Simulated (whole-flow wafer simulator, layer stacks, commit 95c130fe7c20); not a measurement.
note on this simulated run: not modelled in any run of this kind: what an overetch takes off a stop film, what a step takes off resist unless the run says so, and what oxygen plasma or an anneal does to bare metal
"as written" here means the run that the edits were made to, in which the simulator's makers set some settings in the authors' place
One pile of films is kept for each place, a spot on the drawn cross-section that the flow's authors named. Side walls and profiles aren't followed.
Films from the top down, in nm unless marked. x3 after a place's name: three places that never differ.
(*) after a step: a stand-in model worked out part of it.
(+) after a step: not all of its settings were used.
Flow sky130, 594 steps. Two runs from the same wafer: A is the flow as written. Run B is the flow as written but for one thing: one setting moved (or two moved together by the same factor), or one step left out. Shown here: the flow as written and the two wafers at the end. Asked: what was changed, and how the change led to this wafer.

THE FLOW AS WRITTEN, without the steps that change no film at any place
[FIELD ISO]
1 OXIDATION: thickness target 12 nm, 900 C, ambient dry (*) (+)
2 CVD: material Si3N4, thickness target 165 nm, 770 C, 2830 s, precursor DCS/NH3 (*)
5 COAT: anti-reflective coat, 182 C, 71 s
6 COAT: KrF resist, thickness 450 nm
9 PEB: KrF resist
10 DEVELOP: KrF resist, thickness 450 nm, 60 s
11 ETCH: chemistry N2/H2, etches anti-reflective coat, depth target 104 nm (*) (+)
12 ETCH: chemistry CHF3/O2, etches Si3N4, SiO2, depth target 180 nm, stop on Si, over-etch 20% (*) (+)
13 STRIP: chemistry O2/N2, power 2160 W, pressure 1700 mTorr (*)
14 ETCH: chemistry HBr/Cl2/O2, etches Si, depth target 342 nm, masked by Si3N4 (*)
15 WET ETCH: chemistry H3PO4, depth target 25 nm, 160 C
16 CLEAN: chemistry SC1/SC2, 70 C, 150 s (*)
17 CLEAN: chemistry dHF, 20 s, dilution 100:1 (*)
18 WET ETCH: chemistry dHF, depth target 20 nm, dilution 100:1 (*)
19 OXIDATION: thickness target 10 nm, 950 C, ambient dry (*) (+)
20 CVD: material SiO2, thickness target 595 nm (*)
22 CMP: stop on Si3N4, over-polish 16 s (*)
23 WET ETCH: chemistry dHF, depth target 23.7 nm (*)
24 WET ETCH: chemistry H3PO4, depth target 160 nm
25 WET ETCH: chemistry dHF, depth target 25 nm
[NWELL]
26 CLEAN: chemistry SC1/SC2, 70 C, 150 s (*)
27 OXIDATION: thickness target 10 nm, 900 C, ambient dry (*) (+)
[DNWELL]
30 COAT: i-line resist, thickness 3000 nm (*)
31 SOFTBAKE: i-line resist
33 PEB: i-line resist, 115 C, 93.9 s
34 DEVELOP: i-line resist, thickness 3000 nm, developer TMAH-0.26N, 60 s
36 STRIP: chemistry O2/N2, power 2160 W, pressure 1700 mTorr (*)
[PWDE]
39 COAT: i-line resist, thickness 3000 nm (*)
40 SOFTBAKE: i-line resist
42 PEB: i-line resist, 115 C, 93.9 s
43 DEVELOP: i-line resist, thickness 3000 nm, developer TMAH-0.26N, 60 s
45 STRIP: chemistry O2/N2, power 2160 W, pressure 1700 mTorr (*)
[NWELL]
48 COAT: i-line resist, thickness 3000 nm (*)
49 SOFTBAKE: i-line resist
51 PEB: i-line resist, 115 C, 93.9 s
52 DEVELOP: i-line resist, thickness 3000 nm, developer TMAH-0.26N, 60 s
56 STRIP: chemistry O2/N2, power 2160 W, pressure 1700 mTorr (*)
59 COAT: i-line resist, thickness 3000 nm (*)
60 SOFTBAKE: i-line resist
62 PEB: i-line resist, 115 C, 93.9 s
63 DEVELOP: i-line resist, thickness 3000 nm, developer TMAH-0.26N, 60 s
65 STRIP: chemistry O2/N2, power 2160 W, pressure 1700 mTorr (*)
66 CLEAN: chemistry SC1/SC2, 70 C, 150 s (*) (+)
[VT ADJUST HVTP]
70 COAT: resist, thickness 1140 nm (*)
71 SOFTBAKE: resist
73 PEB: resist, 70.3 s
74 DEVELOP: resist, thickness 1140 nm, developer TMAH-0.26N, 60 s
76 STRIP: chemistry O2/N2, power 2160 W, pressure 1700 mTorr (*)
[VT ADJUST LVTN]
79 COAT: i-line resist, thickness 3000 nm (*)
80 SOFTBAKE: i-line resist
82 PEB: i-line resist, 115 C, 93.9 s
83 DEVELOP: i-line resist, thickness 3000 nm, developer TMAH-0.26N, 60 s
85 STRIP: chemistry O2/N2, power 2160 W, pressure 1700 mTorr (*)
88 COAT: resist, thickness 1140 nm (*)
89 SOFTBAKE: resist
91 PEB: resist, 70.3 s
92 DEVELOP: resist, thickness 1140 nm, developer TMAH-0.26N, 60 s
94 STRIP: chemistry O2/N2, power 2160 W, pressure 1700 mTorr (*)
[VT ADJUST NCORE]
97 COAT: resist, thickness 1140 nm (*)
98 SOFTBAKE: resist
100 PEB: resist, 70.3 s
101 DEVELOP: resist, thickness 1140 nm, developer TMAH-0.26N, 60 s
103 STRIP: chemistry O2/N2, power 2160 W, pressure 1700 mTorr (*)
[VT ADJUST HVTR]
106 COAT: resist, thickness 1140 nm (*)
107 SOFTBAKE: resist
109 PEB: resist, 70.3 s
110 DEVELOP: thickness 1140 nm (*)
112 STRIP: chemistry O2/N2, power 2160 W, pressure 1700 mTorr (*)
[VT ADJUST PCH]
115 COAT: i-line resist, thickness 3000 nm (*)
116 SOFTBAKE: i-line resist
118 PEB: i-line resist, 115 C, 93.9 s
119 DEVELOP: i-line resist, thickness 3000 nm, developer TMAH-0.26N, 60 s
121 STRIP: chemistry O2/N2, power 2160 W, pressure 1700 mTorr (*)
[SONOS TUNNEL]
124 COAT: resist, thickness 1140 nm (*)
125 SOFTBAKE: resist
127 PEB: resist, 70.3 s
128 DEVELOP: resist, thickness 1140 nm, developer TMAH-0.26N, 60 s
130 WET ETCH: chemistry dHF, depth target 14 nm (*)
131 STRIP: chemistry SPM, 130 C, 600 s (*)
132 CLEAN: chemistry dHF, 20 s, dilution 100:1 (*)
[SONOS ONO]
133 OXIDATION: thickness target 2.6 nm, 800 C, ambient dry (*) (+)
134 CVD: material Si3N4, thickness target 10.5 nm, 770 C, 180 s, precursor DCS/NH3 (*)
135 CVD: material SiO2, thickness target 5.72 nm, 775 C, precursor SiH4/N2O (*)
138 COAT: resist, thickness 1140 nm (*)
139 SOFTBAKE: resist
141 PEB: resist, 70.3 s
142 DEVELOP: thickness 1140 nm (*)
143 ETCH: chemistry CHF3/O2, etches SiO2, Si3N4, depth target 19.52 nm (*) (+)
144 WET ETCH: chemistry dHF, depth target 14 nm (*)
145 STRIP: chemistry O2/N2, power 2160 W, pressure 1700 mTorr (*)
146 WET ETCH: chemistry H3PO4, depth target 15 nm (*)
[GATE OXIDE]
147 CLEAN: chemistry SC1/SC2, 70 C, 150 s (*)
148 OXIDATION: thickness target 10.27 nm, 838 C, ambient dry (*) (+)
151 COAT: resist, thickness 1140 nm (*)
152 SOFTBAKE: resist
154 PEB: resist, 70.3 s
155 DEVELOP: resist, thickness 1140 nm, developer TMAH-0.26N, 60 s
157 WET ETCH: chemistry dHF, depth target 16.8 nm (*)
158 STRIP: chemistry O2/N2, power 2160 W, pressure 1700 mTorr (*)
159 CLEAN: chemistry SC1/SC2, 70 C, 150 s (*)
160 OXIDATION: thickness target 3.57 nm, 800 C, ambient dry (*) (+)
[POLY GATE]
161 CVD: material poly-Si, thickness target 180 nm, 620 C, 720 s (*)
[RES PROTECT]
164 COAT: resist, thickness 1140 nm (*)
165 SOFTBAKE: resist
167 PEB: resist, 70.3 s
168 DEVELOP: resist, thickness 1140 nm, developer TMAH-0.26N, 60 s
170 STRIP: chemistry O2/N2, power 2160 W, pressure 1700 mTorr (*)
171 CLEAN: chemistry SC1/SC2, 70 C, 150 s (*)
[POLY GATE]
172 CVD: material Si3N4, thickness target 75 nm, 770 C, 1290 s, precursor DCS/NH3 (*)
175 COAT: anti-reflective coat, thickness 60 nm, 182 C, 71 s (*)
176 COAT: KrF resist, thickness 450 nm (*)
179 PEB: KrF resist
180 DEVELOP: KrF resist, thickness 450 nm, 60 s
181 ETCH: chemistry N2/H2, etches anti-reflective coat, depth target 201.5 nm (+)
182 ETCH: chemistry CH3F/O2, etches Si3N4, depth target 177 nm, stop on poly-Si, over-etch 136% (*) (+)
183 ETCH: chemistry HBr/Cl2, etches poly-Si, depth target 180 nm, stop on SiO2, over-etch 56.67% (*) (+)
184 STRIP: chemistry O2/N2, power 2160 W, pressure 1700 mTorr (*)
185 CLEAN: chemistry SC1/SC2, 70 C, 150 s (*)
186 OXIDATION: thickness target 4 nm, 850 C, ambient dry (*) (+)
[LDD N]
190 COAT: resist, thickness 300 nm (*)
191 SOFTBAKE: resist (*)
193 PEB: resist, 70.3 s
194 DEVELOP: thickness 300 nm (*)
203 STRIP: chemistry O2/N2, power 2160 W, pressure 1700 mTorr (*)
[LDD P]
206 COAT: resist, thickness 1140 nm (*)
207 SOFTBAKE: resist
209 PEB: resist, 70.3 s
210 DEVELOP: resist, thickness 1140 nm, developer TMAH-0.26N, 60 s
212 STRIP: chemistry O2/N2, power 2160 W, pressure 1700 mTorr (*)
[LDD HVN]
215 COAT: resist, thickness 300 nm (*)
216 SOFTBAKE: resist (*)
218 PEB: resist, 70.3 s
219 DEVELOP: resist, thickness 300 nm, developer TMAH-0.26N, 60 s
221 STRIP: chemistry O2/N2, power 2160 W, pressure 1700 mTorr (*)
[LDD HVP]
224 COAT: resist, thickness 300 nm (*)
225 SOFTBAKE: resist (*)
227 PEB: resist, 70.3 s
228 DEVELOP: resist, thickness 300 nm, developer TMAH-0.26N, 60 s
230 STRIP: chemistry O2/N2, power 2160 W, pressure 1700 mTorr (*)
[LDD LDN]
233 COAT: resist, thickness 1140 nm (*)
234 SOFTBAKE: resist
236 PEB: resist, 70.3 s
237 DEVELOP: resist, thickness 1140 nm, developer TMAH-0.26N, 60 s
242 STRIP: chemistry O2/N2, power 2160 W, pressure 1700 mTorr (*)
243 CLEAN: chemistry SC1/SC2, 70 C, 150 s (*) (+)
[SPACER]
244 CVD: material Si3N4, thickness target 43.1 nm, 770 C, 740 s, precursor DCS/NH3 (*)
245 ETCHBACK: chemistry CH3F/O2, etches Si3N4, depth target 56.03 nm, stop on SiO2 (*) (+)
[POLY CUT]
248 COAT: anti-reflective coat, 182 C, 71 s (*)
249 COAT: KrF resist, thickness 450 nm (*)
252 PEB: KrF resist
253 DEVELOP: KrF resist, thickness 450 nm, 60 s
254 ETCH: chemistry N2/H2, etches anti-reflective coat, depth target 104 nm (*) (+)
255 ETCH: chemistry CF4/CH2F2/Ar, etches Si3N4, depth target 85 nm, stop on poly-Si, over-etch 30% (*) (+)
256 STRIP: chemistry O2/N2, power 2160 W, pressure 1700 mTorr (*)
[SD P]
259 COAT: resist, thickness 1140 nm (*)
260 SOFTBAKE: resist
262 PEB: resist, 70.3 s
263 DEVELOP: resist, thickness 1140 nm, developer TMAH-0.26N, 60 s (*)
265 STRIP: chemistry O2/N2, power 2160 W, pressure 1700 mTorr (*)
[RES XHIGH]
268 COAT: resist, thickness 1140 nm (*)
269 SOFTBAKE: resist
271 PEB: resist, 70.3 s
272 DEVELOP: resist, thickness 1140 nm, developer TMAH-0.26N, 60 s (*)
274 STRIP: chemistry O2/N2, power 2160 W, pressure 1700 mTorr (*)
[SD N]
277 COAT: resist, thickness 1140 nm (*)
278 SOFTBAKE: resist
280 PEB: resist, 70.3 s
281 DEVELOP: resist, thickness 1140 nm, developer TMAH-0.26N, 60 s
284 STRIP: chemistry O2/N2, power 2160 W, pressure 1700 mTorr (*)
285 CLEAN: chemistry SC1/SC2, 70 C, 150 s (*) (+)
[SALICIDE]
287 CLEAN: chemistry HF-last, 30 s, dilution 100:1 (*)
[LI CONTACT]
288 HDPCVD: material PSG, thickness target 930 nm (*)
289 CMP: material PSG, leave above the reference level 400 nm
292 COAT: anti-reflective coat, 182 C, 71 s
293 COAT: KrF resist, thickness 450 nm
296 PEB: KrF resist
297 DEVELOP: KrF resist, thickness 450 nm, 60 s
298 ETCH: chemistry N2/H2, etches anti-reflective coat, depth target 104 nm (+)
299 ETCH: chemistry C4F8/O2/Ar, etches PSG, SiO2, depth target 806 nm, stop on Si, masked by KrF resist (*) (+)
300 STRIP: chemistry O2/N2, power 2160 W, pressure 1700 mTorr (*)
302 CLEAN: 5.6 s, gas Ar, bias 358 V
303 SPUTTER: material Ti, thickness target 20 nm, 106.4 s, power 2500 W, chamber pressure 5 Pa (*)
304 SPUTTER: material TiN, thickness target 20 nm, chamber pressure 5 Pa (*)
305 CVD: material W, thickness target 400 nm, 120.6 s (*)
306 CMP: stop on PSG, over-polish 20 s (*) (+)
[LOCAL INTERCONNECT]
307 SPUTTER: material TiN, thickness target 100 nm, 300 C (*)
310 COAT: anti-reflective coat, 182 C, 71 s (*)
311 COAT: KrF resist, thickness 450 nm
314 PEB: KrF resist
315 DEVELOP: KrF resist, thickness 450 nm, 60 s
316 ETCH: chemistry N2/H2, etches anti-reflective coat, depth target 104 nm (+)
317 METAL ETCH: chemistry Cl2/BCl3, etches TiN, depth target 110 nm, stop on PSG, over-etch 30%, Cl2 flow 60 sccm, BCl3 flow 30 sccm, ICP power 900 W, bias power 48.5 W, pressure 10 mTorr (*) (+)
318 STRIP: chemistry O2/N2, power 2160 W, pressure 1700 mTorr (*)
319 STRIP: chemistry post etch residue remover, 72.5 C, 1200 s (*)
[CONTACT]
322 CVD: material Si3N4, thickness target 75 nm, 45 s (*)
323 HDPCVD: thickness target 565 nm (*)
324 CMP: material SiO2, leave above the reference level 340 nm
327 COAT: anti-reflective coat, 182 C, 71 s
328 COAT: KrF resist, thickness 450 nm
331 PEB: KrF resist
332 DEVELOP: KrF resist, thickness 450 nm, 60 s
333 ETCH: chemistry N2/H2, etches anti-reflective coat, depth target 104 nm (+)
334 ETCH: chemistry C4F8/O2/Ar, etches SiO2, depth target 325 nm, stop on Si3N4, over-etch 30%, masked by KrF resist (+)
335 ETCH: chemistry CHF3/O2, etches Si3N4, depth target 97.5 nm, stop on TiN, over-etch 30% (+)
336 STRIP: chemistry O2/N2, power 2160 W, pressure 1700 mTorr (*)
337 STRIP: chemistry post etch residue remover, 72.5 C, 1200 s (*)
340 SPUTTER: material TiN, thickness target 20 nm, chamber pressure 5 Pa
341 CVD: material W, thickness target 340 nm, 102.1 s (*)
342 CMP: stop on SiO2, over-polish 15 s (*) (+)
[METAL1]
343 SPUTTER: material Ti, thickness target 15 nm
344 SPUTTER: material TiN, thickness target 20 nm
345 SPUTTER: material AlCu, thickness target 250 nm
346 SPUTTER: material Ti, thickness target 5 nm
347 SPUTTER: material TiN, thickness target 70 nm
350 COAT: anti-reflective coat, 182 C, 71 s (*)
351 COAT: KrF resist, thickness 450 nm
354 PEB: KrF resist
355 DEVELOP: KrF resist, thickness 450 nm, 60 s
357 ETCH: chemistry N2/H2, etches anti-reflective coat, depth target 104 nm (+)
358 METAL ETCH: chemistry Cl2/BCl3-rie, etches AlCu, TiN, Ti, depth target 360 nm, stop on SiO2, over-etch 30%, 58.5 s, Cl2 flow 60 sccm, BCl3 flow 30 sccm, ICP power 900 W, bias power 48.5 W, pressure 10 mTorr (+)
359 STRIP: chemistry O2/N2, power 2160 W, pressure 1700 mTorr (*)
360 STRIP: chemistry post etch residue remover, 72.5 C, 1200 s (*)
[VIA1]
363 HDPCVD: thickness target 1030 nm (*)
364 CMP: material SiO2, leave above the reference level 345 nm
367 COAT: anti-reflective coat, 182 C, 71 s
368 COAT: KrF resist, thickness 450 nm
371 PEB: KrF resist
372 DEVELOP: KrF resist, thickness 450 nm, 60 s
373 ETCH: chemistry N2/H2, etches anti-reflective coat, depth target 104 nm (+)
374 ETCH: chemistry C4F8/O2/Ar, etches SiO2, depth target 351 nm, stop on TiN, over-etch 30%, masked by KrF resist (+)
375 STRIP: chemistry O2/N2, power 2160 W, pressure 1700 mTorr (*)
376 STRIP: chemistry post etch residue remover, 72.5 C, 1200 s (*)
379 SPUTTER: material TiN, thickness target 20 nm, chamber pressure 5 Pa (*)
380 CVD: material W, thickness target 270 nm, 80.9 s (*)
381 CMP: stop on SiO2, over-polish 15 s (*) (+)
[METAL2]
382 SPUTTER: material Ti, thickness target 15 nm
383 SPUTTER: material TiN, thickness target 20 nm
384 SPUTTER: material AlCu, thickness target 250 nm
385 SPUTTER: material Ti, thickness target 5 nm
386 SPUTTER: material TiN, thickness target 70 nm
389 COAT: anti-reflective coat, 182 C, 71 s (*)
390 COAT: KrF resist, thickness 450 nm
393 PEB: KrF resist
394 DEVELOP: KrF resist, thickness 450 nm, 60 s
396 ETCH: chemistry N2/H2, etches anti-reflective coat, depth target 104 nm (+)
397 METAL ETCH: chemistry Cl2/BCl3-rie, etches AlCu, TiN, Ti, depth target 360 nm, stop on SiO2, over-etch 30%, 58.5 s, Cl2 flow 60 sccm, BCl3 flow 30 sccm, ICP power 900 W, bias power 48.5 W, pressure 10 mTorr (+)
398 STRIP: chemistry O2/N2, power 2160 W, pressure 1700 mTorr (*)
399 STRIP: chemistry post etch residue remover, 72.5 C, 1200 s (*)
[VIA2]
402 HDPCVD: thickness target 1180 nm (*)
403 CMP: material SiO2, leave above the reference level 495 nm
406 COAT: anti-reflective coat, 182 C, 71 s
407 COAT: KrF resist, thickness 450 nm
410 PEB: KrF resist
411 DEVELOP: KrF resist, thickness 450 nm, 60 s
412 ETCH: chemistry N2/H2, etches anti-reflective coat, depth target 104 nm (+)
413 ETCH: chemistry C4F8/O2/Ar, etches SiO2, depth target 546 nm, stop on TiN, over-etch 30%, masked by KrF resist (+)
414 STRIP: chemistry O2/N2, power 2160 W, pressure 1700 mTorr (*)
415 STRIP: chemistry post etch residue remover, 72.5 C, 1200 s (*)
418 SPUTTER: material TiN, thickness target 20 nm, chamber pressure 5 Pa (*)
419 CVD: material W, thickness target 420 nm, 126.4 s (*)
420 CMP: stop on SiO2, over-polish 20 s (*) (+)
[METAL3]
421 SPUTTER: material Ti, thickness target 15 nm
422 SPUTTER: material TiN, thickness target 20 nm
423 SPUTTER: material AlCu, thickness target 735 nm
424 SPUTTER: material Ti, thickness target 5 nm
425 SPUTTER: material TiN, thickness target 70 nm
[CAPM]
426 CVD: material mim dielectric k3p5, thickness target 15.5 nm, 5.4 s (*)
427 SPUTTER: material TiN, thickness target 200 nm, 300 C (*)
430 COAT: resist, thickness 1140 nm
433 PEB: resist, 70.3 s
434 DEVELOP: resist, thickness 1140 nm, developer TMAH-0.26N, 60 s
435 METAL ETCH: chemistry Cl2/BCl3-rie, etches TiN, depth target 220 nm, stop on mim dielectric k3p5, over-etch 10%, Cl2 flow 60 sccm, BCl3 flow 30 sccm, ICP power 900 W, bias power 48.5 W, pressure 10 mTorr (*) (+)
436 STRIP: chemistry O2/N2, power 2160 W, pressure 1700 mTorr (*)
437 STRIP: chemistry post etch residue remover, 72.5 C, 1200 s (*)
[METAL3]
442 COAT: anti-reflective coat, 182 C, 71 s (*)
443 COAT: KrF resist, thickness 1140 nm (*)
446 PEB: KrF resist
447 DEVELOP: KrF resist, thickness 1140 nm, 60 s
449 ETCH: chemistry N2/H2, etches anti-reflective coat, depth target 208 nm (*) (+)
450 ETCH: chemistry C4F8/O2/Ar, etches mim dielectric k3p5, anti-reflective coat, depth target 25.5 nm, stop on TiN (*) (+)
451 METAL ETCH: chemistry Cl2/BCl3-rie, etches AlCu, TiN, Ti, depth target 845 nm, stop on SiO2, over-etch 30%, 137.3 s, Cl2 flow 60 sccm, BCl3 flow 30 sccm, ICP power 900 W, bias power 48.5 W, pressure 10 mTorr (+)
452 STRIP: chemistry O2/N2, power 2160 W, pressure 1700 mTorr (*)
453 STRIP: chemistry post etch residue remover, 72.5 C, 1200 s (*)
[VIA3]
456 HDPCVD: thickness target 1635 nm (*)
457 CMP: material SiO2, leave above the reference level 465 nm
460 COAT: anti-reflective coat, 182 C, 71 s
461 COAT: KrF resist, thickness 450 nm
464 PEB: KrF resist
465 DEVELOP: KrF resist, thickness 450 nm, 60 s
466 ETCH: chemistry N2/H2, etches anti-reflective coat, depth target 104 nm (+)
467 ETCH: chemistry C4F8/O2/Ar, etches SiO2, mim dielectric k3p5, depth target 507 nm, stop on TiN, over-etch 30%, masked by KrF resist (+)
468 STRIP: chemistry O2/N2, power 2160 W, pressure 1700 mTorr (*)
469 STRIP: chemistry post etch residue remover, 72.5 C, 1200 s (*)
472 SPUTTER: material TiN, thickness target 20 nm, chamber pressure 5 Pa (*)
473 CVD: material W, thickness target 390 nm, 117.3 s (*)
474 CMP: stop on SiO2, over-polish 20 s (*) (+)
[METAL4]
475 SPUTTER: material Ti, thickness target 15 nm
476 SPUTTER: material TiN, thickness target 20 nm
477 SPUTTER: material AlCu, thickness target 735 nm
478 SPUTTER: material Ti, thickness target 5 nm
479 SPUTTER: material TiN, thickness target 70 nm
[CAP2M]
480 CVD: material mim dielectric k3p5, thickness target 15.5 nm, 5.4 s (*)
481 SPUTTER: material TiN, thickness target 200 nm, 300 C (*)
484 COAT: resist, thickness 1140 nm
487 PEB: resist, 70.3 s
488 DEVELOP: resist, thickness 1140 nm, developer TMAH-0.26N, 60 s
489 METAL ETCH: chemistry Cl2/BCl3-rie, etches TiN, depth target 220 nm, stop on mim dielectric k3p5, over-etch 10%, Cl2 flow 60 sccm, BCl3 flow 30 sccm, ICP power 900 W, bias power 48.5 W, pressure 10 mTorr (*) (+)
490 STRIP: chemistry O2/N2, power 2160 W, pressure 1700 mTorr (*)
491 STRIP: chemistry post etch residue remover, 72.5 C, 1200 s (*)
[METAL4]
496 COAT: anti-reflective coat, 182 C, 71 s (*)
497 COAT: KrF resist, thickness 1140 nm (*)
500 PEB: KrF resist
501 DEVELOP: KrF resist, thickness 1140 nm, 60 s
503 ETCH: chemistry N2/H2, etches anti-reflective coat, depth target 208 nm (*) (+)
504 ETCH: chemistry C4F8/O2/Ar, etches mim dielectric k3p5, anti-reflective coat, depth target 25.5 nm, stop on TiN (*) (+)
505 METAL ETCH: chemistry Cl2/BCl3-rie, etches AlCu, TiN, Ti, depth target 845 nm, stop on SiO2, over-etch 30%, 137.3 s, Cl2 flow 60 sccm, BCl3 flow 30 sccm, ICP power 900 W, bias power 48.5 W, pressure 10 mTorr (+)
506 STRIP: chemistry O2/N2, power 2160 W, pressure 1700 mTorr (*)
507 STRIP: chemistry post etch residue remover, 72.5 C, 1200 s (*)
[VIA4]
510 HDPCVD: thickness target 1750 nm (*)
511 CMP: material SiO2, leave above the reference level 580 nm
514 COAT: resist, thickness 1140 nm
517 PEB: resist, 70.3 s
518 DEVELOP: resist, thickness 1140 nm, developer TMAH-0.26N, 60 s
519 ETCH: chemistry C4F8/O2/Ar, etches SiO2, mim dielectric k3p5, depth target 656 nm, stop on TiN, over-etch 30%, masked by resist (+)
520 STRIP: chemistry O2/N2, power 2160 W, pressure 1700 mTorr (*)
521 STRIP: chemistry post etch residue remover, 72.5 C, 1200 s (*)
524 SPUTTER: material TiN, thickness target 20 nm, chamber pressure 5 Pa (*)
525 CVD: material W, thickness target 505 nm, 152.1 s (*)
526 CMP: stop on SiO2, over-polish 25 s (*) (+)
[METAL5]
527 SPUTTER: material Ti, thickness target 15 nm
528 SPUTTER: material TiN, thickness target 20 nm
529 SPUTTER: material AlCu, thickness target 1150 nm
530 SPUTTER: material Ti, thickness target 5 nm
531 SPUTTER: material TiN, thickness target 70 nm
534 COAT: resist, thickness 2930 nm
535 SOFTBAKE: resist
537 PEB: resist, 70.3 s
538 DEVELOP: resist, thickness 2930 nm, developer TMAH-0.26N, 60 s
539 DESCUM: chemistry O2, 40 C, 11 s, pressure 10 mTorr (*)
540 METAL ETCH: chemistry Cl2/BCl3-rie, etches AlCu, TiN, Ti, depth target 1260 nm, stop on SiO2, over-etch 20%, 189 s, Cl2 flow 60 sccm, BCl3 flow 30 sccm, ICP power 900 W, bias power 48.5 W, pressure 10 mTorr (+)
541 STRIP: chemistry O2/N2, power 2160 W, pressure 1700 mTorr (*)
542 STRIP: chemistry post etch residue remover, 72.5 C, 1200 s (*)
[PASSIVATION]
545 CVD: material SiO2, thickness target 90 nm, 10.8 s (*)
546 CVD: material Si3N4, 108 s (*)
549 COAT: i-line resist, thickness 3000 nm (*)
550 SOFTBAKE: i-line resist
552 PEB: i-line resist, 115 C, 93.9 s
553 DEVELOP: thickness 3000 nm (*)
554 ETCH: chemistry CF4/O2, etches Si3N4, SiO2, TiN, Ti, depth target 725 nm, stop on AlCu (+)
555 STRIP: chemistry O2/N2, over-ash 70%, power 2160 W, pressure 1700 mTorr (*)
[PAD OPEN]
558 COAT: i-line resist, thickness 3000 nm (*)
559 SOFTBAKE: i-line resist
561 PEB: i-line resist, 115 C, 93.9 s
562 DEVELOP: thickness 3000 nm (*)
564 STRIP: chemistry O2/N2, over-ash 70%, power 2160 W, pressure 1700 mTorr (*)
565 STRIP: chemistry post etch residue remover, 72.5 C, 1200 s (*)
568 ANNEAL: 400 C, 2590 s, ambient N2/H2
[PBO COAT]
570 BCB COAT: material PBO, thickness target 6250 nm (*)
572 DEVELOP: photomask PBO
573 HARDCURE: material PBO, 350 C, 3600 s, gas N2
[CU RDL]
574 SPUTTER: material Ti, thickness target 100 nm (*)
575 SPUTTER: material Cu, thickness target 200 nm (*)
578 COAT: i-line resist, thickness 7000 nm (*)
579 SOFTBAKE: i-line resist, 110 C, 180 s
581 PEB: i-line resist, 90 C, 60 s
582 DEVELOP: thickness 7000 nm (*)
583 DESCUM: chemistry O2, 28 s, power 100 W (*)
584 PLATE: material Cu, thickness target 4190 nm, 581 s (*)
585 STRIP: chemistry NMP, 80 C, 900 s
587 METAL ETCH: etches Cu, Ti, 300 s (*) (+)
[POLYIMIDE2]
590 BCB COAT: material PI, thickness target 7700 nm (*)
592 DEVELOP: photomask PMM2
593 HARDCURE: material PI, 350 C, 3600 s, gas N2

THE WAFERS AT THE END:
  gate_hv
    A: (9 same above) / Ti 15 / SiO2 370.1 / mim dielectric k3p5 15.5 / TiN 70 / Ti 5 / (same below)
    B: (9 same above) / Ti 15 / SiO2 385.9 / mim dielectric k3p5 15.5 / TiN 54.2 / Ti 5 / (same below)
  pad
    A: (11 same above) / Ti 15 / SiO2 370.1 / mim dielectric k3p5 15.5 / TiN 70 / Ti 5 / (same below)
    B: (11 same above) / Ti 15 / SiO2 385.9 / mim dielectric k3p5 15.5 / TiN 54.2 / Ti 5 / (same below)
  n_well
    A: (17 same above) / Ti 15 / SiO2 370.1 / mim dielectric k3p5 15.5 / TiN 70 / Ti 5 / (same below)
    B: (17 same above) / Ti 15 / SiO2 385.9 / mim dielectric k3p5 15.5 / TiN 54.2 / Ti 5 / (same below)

The cause: step 425, SPUTTER: thickness target 54.2 nm was run, where the flow has thickness target 70 nm.
It can be read off the wafer: gate_hv has TiN 54.2, and step 425 as written asks for 70 nm.

How the change led to this, step by step:
  425 SPUTTER: material TiN, thickness target 70 nm
      field, active, n_well and 188 more: A TiN +70 (new film) | B TiN +54.2 (new film)
  451 METAL ETCH: chemistry Cl2/BCl3-rie, etches AlCu, TiN, Ti, depth target 845 nm, stop on SiO2, over-etch 30%, 137.3 s, Cl2 flow 60 sccm, BCl3 flow 30 sccm, ICP power 900 W, bias power 48.5 W, pressure 10 mTorr (+)
      field, gate, spacer and 68 more: A TiN -70 (all of it), Ti -5 (all of it), AlCu -735 (all of it), TiN -20 (all of it), Ti -15 (all of it), SiO2 -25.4 | B TiN -54.2 (all of it), Ti -5 (all of it), AlCu -735 (all of it), TiN -20 (all of it), Ti -15 (all of it), SiO2 -26.9
      active, vpp_ln, vpp_iso2 and 11 more: A TiN -70 (all of it), Ti -5 (all of it), AlCu -735 (all of it), TiN -20 (all of it), Ti -15 (all of it), SiO2 -25.3 | B TiN -54.2 (all of it), Ti -5 (all of it), AlCu -735 (all of it), TiN -20 (all of it), Ti -15 (all of it), SiO2 -26.9
  467 ETCH: chemistry C4F8/O2/Ar, etches SiO2, mim dielectric k3p5, depth target 507 nm, stop on TiN, over-etch 30%, masked by KrF resist (+)
      m1: A SiO2 -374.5 (all of it), mim dielectric k3p5 -15.5 (all of it) | B SiO2 -390.3 (all of it), mim dielectric k3p5 -15.5 (all of it)
      via3_hole: A SiO2 -373.9 (all of it), mim dielectric k3p5 -15.5 (all of it) | B SiO2 -389.7 (all of it), mim dielectric k3p5 -15.5 (all of it)
